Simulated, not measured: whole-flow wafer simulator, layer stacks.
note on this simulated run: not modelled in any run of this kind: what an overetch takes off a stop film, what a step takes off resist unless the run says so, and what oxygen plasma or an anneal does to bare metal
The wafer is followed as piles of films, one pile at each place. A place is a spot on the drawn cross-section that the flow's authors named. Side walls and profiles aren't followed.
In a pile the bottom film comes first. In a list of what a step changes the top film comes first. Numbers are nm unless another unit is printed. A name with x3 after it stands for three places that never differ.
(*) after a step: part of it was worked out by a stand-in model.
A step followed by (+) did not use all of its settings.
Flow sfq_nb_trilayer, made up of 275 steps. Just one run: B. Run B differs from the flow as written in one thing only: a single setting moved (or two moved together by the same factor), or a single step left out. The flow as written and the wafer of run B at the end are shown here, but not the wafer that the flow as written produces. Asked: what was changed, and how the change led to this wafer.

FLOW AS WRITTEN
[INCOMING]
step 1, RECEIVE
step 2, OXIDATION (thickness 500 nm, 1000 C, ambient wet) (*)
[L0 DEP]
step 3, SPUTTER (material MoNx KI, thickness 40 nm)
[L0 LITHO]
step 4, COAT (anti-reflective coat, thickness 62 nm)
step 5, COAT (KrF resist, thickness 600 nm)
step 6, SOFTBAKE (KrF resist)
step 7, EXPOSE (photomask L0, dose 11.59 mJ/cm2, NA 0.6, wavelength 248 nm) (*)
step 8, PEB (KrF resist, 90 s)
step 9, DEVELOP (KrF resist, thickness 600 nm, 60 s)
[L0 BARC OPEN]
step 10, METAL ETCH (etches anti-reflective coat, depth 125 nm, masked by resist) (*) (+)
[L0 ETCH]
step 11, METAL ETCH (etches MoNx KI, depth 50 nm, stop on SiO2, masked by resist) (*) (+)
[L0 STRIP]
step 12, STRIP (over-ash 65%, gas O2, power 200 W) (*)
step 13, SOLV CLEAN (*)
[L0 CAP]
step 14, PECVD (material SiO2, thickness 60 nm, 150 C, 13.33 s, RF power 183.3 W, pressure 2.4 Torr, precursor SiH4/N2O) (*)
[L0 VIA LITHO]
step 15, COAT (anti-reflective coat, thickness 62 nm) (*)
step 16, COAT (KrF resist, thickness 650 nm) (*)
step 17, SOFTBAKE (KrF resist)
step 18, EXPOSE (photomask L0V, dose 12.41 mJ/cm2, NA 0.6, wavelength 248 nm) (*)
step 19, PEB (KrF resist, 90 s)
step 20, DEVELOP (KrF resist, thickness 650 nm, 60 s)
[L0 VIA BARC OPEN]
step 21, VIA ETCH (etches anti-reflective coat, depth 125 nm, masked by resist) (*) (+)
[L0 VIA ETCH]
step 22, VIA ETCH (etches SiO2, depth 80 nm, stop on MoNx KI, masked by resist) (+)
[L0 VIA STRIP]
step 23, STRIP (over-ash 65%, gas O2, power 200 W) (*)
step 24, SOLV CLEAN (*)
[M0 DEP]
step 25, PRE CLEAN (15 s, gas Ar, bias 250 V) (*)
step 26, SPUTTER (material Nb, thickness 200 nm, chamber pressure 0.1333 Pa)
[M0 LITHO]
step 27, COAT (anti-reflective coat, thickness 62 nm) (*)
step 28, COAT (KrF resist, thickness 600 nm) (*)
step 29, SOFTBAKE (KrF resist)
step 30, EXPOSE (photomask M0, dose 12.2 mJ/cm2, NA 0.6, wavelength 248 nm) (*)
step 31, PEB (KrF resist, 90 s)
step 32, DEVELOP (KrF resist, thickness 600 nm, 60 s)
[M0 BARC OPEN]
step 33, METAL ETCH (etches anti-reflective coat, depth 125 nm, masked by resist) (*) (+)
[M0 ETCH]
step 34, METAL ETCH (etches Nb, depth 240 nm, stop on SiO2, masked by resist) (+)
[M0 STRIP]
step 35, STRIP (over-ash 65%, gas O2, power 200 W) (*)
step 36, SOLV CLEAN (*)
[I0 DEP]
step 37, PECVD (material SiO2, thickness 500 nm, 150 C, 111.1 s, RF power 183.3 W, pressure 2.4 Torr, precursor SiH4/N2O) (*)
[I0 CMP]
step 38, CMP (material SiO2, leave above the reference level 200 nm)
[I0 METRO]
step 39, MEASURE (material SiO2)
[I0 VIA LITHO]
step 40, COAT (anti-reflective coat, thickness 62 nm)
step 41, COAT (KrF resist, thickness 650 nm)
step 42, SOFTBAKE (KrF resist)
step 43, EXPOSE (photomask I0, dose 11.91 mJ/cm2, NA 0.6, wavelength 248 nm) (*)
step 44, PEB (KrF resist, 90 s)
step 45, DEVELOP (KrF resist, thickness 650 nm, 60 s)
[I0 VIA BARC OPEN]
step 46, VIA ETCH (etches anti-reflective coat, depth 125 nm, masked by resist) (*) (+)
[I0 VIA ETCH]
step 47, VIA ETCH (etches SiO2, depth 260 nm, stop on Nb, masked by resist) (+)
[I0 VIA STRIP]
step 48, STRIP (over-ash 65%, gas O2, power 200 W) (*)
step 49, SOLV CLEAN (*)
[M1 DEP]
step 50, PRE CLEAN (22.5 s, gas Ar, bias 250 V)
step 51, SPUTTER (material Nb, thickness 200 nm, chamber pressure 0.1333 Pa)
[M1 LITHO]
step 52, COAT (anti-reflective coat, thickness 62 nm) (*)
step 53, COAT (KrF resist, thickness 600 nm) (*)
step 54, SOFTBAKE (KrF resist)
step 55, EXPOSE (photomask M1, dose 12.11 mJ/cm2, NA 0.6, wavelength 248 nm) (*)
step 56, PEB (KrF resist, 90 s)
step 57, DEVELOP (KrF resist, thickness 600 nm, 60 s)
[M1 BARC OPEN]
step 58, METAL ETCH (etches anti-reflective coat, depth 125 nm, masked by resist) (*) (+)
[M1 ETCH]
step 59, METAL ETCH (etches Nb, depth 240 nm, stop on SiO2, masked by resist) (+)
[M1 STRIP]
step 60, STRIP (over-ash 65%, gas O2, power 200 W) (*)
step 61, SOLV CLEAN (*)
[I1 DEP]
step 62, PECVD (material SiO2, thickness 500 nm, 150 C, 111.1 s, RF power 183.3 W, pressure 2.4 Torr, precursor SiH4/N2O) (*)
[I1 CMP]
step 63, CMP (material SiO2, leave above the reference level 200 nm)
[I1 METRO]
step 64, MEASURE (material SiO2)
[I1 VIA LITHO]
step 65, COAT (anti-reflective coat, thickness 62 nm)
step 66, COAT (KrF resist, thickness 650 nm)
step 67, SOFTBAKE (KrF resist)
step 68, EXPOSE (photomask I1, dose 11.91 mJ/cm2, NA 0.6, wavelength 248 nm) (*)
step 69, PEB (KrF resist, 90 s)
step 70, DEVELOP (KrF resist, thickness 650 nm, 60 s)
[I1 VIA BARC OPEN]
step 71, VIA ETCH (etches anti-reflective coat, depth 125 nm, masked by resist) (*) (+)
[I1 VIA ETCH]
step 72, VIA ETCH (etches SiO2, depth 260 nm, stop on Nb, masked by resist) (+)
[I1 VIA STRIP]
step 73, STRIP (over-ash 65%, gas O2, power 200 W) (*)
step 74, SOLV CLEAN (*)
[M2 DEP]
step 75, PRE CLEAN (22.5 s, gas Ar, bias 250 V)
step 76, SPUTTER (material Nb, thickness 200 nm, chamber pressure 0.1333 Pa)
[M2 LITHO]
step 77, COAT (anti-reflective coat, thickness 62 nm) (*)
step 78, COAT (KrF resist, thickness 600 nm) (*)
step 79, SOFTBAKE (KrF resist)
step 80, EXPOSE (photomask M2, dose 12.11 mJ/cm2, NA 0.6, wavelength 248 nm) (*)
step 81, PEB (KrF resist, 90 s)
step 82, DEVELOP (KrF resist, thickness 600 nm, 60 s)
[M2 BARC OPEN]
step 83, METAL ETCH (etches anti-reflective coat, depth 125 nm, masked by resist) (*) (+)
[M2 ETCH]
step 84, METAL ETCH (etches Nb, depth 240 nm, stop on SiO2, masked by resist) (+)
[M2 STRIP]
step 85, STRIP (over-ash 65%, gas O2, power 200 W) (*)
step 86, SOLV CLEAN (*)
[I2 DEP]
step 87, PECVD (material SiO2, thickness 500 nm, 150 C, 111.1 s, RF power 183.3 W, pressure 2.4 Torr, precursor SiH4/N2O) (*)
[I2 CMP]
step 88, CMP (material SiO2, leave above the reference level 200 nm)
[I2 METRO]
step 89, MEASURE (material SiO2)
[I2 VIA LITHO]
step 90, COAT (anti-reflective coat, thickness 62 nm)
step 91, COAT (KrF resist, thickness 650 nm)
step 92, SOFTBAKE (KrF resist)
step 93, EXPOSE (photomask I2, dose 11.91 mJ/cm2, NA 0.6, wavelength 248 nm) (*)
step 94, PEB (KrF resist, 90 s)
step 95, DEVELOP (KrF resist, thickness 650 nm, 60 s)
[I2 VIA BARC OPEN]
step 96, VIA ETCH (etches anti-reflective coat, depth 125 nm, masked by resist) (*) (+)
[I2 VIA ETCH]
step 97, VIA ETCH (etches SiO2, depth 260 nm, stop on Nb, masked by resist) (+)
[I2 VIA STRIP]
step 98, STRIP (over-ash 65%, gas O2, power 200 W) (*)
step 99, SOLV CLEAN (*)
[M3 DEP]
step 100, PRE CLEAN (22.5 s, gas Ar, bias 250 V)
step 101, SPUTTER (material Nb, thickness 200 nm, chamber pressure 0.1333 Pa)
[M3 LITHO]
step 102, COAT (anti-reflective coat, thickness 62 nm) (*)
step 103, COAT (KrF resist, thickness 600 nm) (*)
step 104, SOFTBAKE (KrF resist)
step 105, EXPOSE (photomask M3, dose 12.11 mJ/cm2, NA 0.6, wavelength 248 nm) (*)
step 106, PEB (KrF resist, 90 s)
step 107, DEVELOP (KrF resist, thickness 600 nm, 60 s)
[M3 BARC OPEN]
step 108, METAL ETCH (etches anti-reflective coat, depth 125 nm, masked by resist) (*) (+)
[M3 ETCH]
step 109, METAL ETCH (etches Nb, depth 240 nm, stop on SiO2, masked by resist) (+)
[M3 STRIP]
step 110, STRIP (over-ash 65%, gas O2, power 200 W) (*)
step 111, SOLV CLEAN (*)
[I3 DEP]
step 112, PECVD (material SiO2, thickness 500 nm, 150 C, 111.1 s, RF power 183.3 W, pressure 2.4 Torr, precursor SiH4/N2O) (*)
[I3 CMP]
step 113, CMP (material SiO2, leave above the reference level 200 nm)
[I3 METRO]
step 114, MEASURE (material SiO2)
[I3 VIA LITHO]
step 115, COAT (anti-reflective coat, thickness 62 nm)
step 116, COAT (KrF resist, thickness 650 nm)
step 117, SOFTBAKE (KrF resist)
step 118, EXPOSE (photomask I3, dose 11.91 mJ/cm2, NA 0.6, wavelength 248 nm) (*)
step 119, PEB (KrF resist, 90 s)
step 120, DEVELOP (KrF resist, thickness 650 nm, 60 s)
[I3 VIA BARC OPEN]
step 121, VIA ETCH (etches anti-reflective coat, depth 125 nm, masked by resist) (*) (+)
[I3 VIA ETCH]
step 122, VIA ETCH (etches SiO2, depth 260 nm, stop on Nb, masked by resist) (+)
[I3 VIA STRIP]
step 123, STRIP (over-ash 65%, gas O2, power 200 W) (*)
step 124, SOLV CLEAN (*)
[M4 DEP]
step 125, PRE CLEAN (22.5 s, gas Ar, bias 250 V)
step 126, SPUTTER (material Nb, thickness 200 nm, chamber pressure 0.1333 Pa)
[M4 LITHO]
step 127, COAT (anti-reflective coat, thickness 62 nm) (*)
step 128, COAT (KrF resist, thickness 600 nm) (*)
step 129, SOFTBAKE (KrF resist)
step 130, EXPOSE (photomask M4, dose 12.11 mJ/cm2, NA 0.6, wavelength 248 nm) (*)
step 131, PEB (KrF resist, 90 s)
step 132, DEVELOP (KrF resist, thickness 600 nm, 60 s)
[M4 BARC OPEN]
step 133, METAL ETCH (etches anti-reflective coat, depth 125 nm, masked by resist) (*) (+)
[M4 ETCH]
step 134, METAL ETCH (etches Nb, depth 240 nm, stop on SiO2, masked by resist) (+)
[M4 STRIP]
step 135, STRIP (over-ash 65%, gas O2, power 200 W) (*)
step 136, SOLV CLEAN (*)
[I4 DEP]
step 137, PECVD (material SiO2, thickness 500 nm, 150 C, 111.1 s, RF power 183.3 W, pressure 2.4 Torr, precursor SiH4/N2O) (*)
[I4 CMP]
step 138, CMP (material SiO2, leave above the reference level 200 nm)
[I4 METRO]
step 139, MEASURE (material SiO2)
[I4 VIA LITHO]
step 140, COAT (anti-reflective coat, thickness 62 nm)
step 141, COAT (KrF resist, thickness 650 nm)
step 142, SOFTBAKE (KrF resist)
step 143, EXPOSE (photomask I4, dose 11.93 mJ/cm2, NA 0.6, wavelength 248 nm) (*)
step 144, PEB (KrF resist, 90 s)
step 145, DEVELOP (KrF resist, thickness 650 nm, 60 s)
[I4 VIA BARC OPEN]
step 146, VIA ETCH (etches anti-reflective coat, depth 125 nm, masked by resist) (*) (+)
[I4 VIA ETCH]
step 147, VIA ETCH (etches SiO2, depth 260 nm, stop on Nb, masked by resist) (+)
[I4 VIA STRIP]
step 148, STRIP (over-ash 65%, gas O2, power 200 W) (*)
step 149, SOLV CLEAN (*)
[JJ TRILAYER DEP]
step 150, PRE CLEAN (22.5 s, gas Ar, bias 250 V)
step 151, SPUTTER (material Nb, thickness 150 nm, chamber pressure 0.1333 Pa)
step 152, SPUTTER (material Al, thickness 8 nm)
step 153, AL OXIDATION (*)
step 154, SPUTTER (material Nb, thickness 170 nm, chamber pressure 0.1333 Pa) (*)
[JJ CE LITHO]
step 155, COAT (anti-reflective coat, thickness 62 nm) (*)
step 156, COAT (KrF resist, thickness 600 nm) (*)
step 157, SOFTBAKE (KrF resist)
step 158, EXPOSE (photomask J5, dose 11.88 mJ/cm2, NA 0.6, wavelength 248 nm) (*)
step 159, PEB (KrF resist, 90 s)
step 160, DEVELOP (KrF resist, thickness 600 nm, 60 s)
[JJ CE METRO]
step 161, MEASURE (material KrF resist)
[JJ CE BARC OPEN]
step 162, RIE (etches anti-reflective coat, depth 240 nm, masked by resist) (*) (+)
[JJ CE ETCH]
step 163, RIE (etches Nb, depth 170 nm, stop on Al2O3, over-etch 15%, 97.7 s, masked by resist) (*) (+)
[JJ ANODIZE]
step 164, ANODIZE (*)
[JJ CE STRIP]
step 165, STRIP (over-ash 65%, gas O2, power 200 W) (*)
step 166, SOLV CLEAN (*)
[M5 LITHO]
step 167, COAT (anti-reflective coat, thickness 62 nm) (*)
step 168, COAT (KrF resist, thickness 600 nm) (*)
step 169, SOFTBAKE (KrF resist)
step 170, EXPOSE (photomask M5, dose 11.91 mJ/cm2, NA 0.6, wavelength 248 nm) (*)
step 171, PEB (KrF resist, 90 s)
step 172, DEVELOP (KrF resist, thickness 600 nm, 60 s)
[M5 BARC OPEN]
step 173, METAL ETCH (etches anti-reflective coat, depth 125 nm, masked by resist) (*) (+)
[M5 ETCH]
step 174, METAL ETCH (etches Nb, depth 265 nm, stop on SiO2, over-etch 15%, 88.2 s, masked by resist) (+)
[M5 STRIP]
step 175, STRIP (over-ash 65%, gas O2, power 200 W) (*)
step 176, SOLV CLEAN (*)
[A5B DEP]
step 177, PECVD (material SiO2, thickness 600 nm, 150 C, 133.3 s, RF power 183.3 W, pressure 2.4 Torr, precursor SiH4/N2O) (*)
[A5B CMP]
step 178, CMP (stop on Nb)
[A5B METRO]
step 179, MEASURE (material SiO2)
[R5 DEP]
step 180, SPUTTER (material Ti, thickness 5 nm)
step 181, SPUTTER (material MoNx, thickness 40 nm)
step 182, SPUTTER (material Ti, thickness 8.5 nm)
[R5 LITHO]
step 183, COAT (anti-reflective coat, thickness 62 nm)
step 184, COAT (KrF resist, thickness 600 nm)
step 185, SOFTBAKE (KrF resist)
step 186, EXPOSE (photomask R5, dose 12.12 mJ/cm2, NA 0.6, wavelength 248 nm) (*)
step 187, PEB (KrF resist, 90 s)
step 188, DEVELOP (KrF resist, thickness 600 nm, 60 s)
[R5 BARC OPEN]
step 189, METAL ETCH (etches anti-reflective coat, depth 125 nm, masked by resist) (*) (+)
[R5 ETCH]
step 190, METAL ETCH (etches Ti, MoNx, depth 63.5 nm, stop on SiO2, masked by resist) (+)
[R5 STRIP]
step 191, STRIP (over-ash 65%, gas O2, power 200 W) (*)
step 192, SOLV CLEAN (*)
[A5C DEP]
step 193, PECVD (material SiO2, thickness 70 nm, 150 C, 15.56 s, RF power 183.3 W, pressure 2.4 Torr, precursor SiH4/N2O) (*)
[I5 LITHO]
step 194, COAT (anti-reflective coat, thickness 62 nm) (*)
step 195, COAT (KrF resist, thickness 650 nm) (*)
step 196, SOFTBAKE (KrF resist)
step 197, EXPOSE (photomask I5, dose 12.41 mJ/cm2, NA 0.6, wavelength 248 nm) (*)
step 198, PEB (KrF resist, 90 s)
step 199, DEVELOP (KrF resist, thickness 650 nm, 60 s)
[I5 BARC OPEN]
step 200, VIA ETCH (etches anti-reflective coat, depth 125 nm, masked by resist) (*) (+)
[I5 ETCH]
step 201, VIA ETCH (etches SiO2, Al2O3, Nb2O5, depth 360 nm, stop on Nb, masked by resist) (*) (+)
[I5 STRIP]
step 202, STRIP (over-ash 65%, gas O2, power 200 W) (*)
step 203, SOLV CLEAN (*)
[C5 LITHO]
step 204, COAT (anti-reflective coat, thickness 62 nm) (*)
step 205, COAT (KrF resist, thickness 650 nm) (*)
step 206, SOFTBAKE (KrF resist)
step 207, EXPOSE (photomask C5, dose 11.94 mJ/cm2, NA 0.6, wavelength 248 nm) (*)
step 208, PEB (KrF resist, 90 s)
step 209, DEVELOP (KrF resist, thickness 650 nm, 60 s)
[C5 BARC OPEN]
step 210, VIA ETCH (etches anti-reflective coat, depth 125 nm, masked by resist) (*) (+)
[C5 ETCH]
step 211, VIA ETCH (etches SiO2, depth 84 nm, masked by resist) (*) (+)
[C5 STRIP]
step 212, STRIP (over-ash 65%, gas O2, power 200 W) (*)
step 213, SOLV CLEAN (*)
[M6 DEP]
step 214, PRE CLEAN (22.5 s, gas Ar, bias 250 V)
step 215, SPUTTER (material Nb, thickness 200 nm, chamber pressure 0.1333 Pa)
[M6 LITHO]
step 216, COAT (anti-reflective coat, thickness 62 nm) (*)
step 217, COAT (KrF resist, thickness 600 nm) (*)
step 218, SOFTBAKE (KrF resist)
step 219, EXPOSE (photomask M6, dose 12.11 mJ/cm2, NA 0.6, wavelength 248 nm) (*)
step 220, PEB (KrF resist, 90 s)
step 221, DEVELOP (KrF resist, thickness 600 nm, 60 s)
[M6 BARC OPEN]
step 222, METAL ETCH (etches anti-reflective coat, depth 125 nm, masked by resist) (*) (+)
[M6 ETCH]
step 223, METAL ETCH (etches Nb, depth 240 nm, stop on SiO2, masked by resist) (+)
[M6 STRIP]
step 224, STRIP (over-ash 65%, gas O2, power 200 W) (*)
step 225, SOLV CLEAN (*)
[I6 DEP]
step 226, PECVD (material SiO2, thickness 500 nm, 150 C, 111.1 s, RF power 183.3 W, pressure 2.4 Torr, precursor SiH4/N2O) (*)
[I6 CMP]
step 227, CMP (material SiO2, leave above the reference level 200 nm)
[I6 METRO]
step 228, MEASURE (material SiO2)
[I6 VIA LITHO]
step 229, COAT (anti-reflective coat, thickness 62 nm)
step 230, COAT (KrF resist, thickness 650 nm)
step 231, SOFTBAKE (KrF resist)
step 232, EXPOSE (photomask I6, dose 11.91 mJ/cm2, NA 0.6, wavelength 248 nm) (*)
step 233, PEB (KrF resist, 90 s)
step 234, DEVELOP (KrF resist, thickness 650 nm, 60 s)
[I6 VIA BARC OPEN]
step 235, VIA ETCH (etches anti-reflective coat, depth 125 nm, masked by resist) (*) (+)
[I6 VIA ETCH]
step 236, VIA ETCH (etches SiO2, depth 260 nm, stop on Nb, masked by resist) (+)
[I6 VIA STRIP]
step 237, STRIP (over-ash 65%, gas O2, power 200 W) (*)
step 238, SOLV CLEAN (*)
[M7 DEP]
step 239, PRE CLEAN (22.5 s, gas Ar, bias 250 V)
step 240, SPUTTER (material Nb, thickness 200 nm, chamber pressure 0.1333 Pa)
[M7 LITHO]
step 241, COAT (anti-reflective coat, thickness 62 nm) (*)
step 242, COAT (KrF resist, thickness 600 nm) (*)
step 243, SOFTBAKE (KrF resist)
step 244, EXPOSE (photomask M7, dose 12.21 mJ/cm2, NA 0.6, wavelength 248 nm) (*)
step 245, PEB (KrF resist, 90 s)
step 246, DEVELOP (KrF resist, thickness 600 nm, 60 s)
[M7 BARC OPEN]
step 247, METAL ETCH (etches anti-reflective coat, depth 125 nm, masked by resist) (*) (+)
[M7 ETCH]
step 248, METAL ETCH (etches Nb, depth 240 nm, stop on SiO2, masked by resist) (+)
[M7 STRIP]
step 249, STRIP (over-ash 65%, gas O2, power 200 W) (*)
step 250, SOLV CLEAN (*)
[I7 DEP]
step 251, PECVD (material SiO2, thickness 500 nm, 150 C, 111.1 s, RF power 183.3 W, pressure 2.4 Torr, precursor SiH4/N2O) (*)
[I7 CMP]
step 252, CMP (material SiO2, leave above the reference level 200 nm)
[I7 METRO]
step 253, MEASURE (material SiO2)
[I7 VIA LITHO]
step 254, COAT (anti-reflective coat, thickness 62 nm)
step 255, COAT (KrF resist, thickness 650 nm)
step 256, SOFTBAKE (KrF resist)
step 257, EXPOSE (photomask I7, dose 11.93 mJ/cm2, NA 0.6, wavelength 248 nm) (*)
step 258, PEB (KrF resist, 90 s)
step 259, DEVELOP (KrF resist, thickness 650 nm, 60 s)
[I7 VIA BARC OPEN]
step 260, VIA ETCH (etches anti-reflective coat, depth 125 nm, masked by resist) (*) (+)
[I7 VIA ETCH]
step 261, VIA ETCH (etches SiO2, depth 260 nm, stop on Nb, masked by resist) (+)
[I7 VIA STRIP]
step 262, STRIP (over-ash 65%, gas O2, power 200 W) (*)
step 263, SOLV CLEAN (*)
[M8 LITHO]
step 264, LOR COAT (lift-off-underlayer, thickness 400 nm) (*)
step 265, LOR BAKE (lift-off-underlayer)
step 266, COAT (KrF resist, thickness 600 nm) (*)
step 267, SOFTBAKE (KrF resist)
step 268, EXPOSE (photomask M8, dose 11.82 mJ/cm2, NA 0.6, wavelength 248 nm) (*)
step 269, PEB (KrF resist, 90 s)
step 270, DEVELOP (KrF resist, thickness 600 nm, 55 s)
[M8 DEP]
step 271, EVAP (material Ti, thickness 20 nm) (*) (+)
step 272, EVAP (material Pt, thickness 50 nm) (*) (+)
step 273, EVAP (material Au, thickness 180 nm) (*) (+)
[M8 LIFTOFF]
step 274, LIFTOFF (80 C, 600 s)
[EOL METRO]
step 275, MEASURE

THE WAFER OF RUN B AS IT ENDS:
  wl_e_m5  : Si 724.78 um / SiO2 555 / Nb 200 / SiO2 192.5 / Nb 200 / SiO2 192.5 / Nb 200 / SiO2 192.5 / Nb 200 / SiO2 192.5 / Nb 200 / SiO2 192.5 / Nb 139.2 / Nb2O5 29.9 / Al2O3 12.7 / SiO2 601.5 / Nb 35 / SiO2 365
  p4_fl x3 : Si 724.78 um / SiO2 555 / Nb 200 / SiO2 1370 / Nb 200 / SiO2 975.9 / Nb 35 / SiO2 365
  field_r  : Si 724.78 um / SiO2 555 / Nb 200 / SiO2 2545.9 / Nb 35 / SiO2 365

What caused this: step 248, METAL ETCH: depth 165 nm was run, whereas the flow has depth 240 nm.

How this came from the change, step by step:
  step 248, METAL ETCH (etches Nb, depth 240 nm, stop on SiO2, masked by resist) (+)
      field_l, field_r, lsp_l and 62 more: Nb loses 165 (it would be, as written: Nb loses 200 (all of it))
      v_sur, via_wl, via_w and 38 more: KrF resist loses 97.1 (it would be, as written: KrF resist loses 141.2)
  step 249, STRIP (over-ash 65%, gas O2, power 200 W) (*)
      wl_j_sl, wl_jj, wl_j_sr and 14 more: KrF resist loses 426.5 (all of it), anti-reflective coat loses 62 (all of it) (it would be, as written: KrF resist loses 382.4 (all of it), anti-reflective coat loses 62 (all of it))
      ln_m5, lsp_m: KrF resist loses 426 (all of it), anti-reflective coat loses 61.8 (all of it) (it would be, as written: KrF resist loses 381.9 (all of it), anti-reflective coat loses 61.8 (all of it))
      (also at 22 further places)
  step 251, PECVD (material SiO2, thickness 500 nm, 150 C, 111.1 s, RF power 183.3 W, pressure 2.4 Torr, precursor SiH4/N2O) (*)
      field_l, p4_fl x3, p4_w1 x9 and 46 more: SiO2 gains 500 (new film) (it would be, as written: SiO2 gains 500)
      field_r, lsp_l: SiO2 gains 481.6 (new film) (it would be, as written: SiO2 gains 477.7)
      (also at 4 further places)
  step 252, CMP (material SiO2, leave above the reference level 200 nm)
      field_l, p4_fl x3, p4_w1 x9 and 46 more: SiO2 loses 135 (it would be, as written: SiO2 loses 100)
      field_r, lsp_l: SiO2 loses 116.6 (it would be, as written: SiO2 loses 77.7)
      (also at 2 further places)
With metal films that touch counted as one body, wl_e_m5 has 7 bodies (between them, from the top down: SiO2 601.5 / Al2O3 12.7 / Nb2O5 29.9; SiO2 192.5; SiO2 192.5; SiO2 192.5; SiO2 192.5; SiO2 192.5); the flow as written gives 6 bodies (between them, from the top down: SiO2 192.5; SiO2 192.5; SiO2 192.5; SiO2 192.5; SiO2 192.5).
With metal films that touch counted as one body, p4_fl x3 has 3 bodies (between them, from the top down: SiO2 975.9; SiO2 1370); the flow as written gives 2 bodies (between them, from the top down: SiO2 1370).
With metal films that touch counted as one body, field_r has 2 bodies (between them, from the top down: SiO2 2545.9); the flow as written gives 1 body.
